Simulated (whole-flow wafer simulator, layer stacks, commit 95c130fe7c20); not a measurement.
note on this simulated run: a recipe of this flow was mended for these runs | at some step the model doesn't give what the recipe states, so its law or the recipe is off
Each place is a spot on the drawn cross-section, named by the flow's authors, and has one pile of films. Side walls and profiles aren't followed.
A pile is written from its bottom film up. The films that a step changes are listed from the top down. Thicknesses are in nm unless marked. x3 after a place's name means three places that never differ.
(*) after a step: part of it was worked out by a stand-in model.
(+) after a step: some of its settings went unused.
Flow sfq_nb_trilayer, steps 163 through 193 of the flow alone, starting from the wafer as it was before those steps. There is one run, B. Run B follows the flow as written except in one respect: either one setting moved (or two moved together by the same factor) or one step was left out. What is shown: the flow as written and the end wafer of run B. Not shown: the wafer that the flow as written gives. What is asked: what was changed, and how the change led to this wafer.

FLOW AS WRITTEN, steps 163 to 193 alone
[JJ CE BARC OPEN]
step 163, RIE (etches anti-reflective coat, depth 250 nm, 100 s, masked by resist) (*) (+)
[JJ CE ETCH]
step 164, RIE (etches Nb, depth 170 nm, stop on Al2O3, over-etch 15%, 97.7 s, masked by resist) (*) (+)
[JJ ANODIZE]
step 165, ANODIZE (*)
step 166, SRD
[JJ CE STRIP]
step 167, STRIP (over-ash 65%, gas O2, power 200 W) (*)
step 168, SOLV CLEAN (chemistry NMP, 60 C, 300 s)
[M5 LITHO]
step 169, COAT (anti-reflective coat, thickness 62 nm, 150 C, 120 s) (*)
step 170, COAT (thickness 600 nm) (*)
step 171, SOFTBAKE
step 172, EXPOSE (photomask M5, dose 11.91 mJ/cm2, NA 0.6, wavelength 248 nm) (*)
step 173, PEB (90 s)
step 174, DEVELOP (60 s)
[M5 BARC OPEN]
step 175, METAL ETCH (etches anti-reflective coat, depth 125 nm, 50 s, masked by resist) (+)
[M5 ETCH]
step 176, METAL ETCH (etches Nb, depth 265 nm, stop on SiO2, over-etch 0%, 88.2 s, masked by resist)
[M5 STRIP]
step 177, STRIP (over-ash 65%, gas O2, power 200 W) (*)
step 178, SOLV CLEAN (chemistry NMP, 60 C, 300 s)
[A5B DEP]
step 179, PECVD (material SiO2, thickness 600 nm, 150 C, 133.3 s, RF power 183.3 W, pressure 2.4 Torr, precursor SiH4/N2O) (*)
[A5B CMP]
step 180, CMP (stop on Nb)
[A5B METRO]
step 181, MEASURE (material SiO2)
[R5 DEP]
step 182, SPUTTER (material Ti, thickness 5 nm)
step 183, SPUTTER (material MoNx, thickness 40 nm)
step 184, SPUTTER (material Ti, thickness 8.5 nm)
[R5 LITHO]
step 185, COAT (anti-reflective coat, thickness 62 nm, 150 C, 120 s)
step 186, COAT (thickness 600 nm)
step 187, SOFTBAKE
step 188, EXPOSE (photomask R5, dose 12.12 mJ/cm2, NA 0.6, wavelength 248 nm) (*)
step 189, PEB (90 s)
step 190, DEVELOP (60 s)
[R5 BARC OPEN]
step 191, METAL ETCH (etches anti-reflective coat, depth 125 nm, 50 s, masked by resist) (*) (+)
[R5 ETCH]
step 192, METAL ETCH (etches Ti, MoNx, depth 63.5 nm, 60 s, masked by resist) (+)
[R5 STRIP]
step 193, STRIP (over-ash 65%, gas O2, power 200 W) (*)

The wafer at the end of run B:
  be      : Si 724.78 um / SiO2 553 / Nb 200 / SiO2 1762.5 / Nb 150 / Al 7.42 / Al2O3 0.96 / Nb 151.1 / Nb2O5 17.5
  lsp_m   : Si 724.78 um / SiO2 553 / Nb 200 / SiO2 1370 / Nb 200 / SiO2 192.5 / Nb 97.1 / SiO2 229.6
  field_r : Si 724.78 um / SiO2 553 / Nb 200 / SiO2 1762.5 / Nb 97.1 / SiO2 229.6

The reason: step 164, RIE: etches Nb, depth 170 nm, stop on Al2O3, over-etch 15%, 97.7 s, masked by resist (*) (+), was not run.

The path from the change to this, step by step:
  step 165, ANODIZE (*)
      field_l, v_sur, via_sp and 96 more: +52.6 Nb2O5 (new film), -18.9 Nb (it would be, as written: +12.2 Al2O3, +29.9 Nb2O5 (new film), -7.42 Al (all of it), -10.8 Nb)
      via_wl, via_wr: +52.6 Nb2O5 (new film), -18.9 Nb (it would be, as written: +7.51 Al2O3 (new film), +39.2 Nb2O5 (new film), -4.55 Al (all of it), -14.1 Nb)
      (and at 1 other place as well)
  step 167, STRIP (over-ash 65%, gas O2, power 200 W) (*)
      ce_l: -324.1 KrF-resist-other-grade (all of it), -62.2 anti-reflective coat (all of it) (it would be, as written: -226.3 KrF-resist-other-grade (all of it), -62.2 anti-reflective coat (all of it))
      c5j: -324.2 KrF-resist-other-grade (all of it), -62.2 anti-reflective coat (all of it) (it would be, as written: -226.5 KrF-resist-other-grade (all of it), -62.2 anti-reflective coat (all of it))
      (and at 2 other places as well)
  step 169, COAT (anti-reflective coat, thickness 62 nm, 150 C, 120 s) (*)
      ce_l, ce_r: +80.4 anti-reflective coat (new film) (it would be, as written: +17.1 anti-reflective coat (new film))
      wl_j_sl, wl_j_sr: +51.2 anti-reflective coat (new film) (it would be, as written: +110.7 anti-reflective coat (new film))
      (and at 23 other places as well)
  step 170, COAT (thickness 600 nm) (*)
      via_wl: +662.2 KrF-resist-other-grade (new film) (it would be, as written: +645 KrF-resist-other-grade (new film))
      via_w: +765.1 KrF-resist-other-grade (new film) (it would be, as written: +736.5 KrF-resist-other-grade (new film))
      (and at 15 other places as well)
  step 174, DEVELOP (60 s)
      r_sur: -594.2 KrF-resist-other-grade (all of it) (it would be, as written: -612.8 KrF-resist-other-grade (all of it))
      wl_a_sl: -598.9 KrF-resist-other-grade (all of it) (it would be, as written: -619.6 KrF-resist-other-grade (all of it))
      (and at 1 other place as well)
  step 175, METAL ETCH (etches anti-reflective coat, depth 125 nm, 50 s, masked by resist) (+)
      field_l: -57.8 anti-reflective coat (all of it) (it would be, as written: -61.6 anti-reflective coat (all of it), -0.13 Al2O3)
      r_sur: -62 anti-reflective coat (all of it) (it would be, as written: -49.6 anti-reflective coat (all of it), -0.15 Al2O3)
      (and at 7 other places as well)
  step 176, METAL ETCH (etches Nb, depth 265 nm, stop on SiO2, over-etch 0%, 88.2 s, masked by resist)
      field_l, res, r_end and 47 more: -52.6 Nb2O5 (all of it), -151.1 Nb (all of it), -0.96 Al2O3 (all of it), -7.42 Al (all of it), -52.9 Nb (it would be, as written: -12.6 Al2O3 (all of it), -29.9 Nb2O5 (all of it), -139.2 Nb (all of it), -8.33 SiO2)
      r_sur, wl_a_sl, wl_a_m6: -52.6 Nb2O5 (all of it), -151.1 Nb (all of it), -0.96 Al2O3 (all of it), -7.42 Al (all of it), -52.9 Nb (it would be, as written: -12.5 Al2O3 (all of it), -29.9 Nb2O5 (all of it), -139.2 Nb (all of it), -8.33 SiO2)
  step 177, STRIP (over-ash 65%, gas O2, power 200 W) (*)
      v_sur: -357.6 KrF-resist-other-grade (all of it), -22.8 anti-reflective coat (all of it) (it would be, as written: -366.5 KrF-resist-other-grade (all of it), -26.6 anti-reflective coat (all of it))
      via_wl: -435.3 KrF-resist-other-grade (all of it), -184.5 anti-reflective coat (all of it) (it would be, as written: -418.2 KrF-resist-other-grade (all of it), -184 anti-reflective coat (all of it))
      (and at 18 other places as well)
  step 179, PECVD (material SiO2, thickness 600 nm, 150 C, 133.3 s, RF power 183.3 W, pressure 2.4 Torr, precursor SiH4/N2O) (*)
      field_l, p4_fl x5, p4_w1 x9 and 27 more: +600 SiO2 (new film) (it would be, as written: +600 SiO2)
      r_sur, res, r_end, moat, field_r, lsp_l: +590.4 SiO2 (new film) (it would be, as written: +593.1 SiO2)
      (and at 5 other places as well)
  step 180, CMP (stop on Nb)
      v_sur, via_sp, via_v and 43 more: -600 SiO2 (all of it), -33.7 Nb2O5 (it would be, as written: -453.5 SiO2)
      field_l, p4_fl x5, p4_w1 x9 and 27 more: -368.7 SiO2 (it would be, as written: -263.3 SiO2)
      (and at 14 other places as well)
  step 192, METAL ETCH (etches Ti, MoNx, depth 63.5 nm, 60 s, masked by resist) (+)
      v_sur, via_sp, via_v and 39 more: -8.5 Ti (all of it), -40 MoNx (all of it), -5 Ti (all of it), -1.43 Nb2O5 (it would be, as written: -8.5 Ti (all of it), -40 MoNx (all of it), -5 Ti (all of it), -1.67 SiO2)
Taking metal films that touch as one body, be has 3 bodies (between them, from the top down: Al2O3 0.96; SiO2 1762.5); the flow as written gives 2 bodies (between them, from the top down: SiO2 1762.5).
Taking metal films that touch as one body, lsp_m has 3 bodies (between them, from the top down: SiO2 192.5; SiO2 1370); the flow as written gives 2 bodies (between them, from the top down: SiO2 1370).
Taking metal films that touch as one body, field_r has 2 bodies (between them, from the top down: SiO2 1762.5); the flow as written gives 1 body.
